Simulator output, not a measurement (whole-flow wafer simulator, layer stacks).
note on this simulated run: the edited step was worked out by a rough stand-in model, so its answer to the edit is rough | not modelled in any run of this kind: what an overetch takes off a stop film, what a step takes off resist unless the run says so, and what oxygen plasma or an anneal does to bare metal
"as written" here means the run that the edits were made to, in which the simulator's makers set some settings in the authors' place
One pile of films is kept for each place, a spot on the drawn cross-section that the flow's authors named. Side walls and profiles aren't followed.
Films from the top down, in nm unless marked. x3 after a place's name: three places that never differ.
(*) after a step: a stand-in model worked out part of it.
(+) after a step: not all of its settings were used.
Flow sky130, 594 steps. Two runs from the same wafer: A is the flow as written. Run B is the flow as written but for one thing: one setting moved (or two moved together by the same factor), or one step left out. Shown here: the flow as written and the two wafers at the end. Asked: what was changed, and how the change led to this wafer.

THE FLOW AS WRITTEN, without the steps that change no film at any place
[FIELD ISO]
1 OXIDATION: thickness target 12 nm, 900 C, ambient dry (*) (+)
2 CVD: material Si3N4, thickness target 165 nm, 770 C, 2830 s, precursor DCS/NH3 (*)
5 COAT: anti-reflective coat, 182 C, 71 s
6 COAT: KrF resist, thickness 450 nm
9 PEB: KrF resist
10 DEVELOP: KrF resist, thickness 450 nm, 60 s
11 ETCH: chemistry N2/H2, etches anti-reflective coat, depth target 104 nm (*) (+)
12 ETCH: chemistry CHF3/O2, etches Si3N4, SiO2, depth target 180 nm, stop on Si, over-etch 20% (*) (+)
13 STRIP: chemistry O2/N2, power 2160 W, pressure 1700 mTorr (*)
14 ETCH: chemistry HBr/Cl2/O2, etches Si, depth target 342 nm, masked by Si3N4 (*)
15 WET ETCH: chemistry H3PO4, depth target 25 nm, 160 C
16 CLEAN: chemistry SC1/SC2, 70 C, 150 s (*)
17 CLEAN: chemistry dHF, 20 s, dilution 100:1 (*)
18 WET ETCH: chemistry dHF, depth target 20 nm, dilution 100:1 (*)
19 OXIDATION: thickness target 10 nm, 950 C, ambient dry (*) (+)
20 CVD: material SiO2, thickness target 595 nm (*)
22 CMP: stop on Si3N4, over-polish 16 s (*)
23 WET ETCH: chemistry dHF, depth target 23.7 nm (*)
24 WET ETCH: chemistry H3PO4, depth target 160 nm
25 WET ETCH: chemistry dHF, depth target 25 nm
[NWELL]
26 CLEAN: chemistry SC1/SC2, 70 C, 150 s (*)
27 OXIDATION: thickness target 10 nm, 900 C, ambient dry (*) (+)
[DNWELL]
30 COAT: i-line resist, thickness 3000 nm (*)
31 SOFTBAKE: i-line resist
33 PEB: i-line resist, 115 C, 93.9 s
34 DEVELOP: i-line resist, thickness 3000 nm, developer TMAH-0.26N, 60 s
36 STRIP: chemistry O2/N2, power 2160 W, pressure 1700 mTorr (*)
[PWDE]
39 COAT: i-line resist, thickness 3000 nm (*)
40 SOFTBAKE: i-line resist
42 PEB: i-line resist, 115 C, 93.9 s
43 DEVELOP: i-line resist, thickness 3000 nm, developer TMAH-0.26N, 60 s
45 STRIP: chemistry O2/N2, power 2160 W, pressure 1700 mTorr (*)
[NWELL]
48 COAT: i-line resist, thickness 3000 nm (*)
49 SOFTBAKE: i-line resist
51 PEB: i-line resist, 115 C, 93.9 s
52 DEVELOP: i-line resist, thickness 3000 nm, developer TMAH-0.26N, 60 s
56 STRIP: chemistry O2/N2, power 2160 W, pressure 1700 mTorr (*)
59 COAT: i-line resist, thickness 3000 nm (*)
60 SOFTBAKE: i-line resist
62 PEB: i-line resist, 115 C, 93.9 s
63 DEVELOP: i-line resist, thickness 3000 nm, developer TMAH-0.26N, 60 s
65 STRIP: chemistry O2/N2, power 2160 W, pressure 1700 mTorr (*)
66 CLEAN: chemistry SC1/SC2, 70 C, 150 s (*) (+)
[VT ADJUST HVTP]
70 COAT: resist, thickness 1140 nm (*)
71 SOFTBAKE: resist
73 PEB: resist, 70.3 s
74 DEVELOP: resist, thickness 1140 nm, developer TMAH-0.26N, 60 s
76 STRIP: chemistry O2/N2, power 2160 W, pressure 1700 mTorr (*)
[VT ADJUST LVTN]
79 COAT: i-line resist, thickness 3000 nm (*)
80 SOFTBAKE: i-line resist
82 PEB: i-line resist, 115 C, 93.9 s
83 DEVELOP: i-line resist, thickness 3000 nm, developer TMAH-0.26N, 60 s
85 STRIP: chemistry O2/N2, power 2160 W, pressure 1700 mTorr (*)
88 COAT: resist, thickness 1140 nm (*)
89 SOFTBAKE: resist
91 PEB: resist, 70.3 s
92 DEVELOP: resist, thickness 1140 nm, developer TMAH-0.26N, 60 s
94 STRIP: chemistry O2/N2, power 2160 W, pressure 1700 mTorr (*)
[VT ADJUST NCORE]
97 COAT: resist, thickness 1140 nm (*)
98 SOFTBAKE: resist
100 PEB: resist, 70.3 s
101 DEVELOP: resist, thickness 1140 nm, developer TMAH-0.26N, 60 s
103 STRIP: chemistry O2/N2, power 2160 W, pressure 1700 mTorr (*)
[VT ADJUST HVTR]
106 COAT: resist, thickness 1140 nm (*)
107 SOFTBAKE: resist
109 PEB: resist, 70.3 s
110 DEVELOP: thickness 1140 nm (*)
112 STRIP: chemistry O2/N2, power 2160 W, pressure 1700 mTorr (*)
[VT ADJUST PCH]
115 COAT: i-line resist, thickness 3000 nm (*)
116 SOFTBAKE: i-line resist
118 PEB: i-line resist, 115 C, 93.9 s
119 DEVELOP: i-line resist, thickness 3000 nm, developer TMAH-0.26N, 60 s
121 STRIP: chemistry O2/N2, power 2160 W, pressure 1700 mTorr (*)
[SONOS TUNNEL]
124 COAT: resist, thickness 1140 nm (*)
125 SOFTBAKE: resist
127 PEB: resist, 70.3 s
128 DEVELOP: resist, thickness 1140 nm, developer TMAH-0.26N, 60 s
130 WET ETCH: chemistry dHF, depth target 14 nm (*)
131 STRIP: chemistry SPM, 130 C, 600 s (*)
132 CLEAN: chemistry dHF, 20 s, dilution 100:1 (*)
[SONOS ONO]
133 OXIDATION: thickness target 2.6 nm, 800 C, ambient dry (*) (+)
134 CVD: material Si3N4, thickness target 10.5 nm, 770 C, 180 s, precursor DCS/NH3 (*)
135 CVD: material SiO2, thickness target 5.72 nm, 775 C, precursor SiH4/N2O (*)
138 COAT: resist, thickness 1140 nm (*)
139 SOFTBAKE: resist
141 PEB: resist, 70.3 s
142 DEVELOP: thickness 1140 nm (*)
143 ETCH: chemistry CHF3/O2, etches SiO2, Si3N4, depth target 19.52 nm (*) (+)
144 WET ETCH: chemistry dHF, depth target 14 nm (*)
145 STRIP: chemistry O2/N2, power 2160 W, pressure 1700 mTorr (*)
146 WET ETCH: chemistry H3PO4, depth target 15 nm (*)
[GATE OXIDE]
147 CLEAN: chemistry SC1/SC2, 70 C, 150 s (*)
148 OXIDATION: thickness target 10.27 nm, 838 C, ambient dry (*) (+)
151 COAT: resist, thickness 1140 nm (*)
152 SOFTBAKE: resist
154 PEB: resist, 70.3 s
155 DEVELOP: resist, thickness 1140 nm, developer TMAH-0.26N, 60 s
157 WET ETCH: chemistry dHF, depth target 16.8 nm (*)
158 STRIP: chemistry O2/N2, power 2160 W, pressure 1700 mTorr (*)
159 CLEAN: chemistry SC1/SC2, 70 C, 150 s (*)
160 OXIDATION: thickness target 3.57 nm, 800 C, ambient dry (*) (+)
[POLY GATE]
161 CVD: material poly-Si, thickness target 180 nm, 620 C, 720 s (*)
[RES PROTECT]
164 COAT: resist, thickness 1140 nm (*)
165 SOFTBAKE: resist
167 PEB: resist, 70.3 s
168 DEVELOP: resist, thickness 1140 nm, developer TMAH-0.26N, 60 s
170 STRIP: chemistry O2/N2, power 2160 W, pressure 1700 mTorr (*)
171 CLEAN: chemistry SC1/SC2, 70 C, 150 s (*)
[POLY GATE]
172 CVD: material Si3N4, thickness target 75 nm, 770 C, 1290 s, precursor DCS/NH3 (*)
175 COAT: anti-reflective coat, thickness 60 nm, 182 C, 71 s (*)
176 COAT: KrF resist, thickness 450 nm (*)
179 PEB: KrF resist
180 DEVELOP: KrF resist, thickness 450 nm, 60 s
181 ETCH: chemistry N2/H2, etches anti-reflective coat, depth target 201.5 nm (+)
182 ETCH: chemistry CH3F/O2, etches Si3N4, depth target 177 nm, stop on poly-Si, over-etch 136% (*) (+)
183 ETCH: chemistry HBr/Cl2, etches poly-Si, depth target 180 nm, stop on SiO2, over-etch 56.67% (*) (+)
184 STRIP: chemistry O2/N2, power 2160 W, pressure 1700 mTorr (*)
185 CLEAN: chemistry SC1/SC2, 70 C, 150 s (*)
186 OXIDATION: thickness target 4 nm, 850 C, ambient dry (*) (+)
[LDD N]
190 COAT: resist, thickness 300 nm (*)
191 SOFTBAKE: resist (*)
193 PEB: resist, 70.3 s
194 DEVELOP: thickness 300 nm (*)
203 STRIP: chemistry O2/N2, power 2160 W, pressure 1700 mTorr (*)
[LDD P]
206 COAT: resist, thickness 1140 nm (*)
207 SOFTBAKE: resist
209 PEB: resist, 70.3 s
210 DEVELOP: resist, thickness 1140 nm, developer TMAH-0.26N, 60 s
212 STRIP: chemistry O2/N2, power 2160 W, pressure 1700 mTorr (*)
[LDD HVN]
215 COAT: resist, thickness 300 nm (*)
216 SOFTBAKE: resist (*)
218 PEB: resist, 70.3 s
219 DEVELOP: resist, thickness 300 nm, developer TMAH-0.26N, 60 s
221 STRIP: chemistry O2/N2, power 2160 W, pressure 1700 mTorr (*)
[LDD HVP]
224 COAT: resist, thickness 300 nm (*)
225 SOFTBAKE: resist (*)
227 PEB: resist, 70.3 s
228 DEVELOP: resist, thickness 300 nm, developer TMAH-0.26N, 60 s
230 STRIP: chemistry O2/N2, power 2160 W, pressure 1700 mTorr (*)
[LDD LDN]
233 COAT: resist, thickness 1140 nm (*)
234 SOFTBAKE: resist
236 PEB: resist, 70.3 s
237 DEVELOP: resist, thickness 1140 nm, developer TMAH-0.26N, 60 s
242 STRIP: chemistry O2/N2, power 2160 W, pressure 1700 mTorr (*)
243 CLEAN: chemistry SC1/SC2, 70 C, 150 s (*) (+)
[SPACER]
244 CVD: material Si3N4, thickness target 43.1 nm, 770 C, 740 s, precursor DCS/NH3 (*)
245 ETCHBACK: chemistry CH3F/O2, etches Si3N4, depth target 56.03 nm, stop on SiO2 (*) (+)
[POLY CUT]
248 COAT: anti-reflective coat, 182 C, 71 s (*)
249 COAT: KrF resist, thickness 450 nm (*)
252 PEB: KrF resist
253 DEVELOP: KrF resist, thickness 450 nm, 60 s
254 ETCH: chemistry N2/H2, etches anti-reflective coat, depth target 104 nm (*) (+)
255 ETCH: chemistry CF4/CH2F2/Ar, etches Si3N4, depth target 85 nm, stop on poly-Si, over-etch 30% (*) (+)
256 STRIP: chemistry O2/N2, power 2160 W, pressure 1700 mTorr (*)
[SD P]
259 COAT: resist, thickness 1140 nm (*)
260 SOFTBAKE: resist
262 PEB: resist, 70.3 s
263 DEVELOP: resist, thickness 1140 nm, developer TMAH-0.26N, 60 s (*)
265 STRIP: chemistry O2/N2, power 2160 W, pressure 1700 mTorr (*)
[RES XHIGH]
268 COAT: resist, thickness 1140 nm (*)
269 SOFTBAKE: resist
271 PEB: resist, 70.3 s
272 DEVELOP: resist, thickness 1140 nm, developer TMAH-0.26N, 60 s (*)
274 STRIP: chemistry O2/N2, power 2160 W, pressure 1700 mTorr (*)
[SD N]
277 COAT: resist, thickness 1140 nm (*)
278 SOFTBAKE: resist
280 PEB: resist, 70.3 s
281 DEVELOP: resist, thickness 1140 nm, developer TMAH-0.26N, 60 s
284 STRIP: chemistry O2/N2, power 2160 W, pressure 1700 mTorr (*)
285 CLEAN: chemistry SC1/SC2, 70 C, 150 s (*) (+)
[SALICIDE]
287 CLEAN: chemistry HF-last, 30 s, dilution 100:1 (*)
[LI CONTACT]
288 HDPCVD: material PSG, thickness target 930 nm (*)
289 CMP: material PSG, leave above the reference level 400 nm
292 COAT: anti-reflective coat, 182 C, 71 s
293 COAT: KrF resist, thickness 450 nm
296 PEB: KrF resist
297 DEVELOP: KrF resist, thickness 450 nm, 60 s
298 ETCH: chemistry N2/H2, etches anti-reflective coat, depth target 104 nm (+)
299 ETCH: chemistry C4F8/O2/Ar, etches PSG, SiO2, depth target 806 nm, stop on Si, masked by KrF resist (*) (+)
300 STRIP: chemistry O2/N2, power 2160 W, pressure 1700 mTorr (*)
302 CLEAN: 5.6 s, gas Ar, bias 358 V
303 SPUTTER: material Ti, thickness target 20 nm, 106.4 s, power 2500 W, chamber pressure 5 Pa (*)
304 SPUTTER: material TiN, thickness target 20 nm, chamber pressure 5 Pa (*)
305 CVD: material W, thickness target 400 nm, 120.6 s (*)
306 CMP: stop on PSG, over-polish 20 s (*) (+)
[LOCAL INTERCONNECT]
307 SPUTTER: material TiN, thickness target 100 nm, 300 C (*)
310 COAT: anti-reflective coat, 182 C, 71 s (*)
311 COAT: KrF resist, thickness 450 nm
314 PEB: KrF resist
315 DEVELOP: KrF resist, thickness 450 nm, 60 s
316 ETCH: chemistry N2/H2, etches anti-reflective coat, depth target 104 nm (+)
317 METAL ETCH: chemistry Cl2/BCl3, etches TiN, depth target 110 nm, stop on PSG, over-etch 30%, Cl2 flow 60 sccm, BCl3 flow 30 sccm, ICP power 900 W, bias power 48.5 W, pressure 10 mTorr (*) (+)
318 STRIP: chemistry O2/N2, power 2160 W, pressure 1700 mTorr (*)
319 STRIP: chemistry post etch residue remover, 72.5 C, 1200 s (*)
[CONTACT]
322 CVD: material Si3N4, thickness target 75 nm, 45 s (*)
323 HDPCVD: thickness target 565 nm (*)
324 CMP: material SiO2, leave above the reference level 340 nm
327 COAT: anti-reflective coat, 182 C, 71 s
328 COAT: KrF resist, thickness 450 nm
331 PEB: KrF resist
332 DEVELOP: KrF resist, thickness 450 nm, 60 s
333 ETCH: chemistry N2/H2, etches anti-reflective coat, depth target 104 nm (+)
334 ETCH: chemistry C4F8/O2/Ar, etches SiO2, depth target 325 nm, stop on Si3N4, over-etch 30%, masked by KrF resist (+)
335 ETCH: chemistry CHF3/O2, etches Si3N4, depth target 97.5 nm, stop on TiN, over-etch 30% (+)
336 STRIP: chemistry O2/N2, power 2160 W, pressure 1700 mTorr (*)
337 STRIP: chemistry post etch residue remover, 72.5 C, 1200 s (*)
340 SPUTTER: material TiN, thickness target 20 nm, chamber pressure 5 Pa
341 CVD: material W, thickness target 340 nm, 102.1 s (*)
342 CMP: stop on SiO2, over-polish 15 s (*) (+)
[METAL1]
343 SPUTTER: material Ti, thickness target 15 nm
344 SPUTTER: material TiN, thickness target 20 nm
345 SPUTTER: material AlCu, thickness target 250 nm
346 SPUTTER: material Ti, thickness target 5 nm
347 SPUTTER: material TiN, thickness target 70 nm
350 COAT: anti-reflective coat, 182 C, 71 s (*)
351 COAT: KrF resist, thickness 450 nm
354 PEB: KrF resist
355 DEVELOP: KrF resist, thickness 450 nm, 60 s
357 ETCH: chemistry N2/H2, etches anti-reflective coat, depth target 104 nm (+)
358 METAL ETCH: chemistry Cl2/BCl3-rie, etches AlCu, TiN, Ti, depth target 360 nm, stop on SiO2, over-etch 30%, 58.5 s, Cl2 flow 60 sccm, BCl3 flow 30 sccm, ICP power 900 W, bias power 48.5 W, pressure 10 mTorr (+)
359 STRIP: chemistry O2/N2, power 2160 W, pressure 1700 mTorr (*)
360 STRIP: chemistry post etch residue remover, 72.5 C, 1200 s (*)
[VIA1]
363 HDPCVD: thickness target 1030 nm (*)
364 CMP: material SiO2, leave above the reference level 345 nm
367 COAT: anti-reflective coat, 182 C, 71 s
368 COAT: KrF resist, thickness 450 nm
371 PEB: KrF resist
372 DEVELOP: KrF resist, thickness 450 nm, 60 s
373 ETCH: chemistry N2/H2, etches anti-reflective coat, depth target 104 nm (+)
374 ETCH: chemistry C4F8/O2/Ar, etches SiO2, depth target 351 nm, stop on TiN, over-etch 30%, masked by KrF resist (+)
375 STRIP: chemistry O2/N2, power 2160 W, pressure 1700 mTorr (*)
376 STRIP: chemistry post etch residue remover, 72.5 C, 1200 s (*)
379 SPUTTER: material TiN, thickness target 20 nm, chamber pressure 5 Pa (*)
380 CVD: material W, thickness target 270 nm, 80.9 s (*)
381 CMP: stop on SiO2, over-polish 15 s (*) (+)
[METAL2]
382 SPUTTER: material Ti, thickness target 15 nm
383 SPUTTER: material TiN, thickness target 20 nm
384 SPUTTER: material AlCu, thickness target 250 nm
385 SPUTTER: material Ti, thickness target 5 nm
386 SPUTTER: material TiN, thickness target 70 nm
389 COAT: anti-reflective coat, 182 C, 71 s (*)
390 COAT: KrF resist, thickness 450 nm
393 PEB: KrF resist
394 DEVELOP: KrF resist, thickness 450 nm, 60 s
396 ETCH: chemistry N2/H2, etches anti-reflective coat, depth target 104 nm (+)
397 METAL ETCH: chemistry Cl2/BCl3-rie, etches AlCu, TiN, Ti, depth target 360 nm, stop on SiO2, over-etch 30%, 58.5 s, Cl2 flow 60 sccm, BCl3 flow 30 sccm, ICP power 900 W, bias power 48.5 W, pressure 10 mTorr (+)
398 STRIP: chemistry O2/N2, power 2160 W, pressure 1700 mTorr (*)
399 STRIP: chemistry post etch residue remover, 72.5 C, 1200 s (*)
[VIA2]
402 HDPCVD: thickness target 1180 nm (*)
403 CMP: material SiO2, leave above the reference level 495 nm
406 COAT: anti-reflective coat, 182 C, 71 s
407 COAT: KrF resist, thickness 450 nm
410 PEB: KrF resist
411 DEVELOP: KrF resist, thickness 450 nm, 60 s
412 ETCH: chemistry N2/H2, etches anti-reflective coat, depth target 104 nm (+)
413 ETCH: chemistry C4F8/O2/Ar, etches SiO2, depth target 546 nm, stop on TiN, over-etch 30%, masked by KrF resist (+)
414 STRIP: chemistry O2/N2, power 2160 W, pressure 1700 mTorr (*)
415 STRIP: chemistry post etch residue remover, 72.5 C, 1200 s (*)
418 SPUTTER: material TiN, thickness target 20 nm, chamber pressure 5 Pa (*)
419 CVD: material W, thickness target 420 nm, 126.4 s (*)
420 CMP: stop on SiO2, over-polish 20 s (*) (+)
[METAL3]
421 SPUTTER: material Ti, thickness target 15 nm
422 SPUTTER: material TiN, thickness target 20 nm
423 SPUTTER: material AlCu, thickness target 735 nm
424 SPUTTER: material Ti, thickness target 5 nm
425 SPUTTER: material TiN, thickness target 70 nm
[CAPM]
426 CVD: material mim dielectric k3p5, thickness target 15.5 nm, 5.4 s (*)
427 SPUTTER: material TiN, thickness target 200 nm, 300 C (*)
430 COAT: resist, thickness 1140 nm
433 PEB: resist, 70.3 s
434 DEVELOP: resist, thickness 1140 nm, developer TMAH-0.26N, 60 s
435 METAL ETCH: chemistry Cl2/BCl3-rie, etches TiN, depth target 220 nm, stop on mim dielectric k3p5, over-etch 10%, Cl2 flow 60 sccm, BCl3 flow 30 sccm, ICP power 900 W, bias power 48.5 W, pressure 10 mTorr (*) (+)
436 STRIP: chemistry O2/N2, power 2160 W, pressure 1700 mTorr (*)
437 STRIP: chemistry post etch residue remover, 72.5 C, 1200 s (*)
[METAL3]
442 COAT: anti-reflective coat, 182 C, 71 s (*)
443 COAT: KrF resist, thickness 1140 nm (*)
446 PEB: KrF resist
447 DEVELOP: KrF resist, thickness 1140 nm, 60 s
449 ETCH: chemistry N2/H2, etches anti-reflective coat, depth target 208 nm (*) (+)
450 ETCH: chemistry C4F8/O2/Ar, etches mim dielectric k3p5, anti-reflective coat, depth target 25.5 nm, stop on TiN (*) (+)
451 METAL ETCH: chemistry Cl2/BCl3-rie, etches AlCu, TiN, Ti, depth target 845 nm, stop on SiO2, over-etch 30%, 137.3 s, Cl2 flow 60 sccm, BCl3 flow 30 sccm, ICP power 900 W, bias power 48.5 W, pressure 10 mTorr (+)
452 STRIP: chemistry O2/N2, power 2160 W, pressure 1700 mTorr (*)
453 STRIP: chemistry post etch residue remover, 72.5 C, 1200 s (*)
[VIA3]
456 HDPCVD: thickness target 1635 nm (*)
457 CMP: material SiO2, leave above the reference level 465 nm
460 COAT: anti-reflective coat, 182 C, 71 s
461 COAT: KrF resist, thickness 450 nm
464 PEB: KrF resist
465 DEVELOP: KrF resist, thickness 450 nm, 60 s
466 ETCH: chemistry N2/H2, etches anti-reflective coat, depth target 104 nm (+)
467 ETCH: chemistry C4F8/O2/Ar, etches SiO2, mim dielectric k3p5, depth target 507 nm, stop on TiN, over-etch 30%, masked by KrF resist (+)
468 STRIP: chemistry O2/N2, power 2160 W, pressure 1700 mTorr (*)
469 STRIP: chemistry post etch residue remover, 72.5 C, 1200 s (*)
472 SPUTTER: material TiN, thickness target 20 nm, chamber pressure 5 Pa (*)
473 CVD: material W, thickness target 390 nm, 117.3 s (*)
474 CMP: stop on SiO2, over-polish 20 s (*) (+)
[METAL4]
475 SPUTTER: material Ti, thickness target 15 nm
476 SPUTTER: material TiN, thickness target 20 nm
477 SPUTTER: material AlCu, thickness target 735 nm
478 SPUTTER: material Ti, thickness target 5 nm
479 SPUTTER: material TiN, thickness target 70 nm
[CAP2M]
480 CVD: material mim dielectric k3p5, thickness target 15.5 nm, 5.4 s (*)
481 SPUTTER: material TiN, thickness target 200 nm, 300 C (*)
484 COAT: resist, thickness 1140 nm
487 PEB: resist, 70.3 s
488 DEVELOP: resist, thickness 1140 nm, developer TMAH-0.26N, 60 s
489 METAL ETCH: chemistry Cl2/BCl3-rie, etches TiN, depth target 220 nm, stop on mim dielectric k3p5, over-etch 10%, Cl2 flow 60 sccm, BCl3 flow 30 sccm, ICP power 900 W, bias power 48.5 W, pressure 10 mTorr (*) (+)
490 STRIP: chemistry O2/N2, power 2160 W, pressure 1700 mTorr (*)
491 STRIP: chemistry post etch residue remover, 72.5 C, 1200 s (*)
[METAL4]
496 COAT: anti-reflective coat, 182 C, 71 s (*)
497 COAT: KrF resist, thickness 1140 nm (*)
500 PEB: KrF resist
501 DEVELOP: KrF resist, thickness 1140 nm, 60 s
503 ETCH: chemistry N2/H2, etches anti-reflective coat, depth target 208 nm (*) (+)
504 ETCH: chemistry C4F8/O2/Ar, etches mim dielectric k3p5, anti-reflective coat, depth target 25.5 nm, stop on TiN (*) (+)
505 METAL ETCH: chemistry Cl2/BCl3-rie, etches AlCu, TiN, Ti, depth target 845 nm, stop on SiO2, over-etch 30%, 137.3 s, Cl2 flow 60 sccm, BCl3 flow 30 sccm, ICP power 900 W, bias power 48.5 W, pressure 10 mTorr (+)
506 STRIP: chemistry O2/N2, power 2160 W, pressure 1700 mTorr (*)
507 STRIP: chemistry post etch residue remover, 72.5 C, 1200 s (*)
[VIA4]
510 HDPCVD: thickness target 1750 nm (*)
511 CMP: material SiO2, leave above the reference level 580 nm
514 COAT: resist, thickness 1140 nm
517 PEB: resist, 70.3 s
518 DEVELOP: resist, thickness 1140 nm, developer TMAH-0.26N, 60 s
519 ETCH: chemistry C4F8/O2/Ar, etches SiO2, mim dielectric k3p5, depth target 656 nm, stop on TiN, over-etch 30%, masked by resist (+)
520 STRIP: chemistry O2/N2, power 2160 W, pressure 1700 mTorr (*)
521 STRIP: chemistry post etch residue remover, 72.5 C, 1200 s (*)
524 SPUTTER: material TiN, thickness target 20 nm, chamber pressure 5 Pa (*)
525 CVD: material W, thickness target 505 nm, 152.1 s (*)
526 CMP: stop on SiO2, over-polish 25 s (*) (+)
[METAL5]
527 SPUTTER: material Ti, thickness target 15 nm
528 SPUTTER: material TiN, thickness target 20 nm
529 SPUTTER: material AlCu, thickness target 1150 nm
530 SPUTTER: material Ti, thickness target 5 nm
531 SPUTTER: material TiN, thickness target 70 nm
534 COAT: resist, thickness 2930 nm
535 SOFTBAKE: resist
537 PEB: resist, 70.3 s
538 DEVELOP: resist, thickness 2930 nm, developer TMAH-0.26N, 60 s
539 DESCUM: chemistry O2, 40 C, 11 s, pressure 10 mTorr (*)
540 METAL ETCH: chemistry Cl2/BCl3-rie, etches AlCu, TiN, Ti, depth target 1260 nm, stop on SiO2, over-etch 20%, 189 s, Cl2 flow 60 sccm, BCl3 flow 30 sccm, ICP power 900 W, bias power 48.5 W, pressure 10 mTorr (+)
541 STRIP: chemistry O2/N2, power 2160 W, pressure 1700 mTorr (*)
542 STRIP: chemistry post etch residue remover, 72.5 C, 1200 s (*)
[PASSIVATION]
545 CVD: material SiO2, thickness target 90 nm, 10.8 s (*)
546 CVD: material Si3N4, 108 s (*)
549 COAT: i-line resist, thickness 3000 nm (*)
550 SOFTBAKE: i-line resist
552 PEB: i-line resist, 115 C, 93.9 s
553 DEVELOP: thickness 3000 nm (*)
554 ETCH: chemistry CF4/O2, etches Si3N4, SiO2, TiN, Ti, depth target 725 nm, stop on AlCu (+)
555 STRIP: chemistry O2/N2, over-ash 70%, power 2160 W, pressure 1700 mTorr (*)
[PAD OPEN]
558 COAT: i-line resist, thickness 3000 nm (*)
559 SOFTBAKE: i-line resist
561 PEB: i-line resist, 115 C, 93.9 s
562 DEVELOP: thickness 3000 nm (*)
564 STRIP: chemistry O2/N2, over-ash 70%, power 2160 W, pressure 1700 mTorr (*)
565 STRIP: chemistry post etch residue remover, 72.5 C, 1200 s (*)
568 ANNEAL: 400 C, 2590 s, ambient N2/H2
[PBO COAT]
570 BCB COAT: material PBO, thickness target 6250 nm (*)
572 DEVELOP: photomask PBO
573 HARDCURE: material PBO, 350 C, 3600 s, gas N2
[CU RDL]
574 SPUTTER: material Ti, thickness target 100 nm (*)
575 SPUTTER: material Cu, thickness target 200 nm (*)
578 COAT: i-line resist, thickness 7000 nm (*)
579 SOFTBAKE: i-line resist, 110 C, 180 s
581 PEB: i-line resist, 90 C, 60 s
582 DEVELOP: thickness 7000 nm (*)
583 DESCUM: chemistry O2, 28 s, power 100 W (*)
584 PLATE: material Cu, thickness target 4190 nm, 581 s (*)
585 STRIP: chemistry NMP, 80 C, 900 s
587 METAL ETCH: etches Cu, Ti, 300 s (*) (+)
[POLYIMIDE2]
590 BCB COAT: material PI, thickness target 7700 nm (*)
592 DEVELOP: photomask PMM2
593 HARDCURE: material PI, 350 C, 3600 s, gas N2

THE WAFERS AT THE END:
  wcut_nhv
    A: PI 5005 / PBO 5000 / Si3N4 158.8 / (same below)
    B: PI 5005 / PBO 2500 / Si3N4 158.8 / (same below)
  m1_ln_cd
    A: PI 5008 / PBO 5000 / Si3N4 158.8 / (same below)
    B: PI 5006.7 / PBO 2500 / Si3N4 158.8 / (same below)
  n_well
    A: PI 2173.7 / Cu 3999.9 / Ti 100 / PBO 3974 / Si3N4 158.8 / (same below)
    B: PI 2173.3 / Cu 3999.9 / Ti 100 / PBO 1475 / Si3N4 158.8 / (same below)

The cause: step 570, BCB COAT: thickness target 3125 nm was run, where the flow has thickness target 6250 nm.

How the change led to this, step by step:
  570 BCB COAT: material PBO, thickness target 6250 nm (*)
      dice_street, vpp_sp, vpp_ln and 71 more: A PBO +6250 (new film) | B PBO +3125 (new film)
      n_well, p_well, sd_n, sd_p: A PBO +4967.5 (new film) | B PBO +1843.7 (new film)
      (and at 115 more places)
  572 DEVELOP: photomask PBO
      pad: A PBO -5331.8 (all of it) | B PBO -2207.9 (all of it)
  573 HARDCURE: material PBO, 350 C, 3600 s, gas N2
      dice_street, vpp_sp, vpp_ln and 71 more: A PBO -1250 | B PBO -625
      varactor_hvt, gate_p_hvt_sd, active_p_hvt and 7 more: A PBO -1250.9 | B PBO -625.9
      (and at 108 more places)
  578 COAT: i-line resist, thickness 7000 nm (*)
      pad: A i-line resist +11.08 um (new film) | B i-line resist +8583 (new film)
      via4_hole: A i-line resist +6859.8 (new film) | B i-line resist +6717.1 (new film)
  579 SOFTBAKE: i-line resist, 110 C, 180 s
      varactor_hvt: A i-line resist -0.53 | B i-line resist +1.03
      gate_p_hvt: A i-line resist -0.63 | B i-line resist +1.44
      (and at 95 more places)
  582 DEVELOP: thickness 7000 nm (*)
      pad: A i-line resist -11.08 um (all of it) | B i-line resist -8582.9 (all of it)
      mim: A i-line resist -6867.8 (all of it) | B i-line resist -6730 (all of it)
  585 STRIP: chemistry NMP, 80 C, 900 s
      via4_hole: A i-line resist -6804.6 (all of it) | B i-line resist -6654.1 (all of it)
      via4_enc: A i-line resist -6806.8 (all of it) | B i-line resist -6670.1 (all of it)
  590 BCB COAT: material PI, thickness target 7700 nm (*)
      mim: A PI +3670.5 (new film) | B PI +3535.5 (new film)
      pad: A PI +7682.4 (new film) | B PI +5182.7 (new film)
      (and at 1 more place)
  592 DEVELOP: photomask PMM2
      pad: A PI -7682.4 (all of it) | B PI -5182.7 (all of it)
